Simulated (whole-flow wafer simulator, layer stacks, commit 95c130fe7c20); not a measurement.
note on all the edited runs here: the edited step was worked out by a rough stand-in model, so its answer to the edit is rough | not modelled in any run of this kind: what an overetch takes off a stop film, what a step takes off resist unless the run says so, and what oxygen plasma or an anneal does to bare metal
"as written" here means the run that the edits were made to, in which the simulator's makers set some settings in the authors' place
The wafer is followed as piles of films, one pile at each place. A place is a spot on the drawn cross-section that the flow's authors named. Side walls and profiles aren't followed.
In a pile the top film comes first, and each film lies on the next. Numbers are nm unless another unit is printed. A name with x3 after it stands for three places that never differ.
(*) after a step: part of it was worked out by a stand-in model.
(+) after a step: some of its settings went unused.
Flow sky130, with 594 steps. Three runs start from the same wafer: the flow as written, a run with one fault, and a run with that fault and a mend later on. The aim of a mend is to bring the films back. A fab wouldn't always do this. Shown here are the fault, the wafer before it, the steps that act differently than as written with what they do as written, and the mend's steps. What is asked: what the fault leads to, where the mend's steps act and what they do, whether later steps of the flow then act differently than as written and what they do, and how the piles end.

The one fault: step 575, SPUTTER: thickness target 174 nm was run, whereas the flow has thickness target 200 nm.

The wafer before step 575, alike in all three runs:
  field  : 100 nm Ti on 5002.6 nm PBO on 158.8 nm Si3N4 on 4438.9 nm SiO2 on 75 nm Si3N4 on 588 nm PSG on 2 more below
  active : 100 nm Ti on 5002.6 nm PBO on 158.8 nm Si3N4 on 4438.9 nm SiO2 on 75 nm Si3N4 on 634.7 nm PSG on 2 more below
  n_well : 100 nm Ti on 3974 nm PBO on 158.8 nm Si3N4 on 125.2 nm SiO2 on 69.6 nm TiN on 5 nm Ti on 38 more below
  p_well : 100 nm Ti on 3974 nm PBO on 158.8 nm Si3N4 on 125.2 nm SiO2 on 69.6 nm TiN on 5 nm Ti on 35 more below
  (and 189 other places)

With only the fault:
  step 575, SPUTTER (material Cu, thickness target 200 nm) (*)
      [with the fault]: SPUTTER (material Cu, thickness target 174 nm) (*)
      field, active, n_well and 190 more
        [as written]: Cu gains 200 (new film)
        [with the fault]: Cu gains 174 (new film)
  Later steps of the flow acting differently than as written (not shown: 7 more steps that differ only slightly, by at most 2% or 0.5 nm, whichever is larger):
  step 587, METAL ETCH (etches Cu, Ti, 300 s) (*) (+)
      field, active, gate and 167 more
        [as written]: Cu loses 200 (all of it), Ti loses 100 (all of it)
        [with the fault]: Cu loses 174 (all of it), Ti loses 100 (all of it)
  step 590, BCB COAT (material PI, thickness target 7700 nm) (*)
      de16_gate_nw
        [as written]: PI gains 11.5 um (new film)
        [with the fault]: PI gains 11.48 um (new film)
  By the end, the piles at mim, sd_hvn, sd_hvn_zvt, de16_nwb_sti, mim2 depart from the flow's by more than 2% or 0.5 nm, whichever is larger.
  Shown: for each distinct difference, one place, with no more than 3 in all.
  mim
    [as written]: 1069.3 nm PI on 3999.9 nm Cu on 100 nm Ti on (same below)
    [with the fault]: 1093.7 nm PI on 3973.9 nm Cu on 100 nm Ti on (same below)
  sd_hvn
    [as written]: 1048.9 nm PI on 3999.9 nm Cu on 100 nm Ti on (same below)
    [with the fault]: 1074 nm PI on 3973.9 nm Cu on 100 nm Ti on (same below)
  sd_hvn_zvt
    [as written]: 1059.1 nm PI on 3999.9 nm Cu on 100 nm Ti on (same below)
    [with the fault]: 1084.1 nm PI on 3973.9 nm Cu on 100 nm Ti on (same below)

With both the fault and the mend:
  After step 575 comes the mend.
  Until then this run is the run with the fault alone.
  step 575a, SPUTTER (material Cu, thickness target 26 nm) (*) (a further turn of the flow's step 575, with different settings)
      field, active, n_well and 190 more
        Cu gains 26
  Every later step of the flow that is run acts as written at every place that is followed.
  The piles end the same as the flow's at every place that both follow.
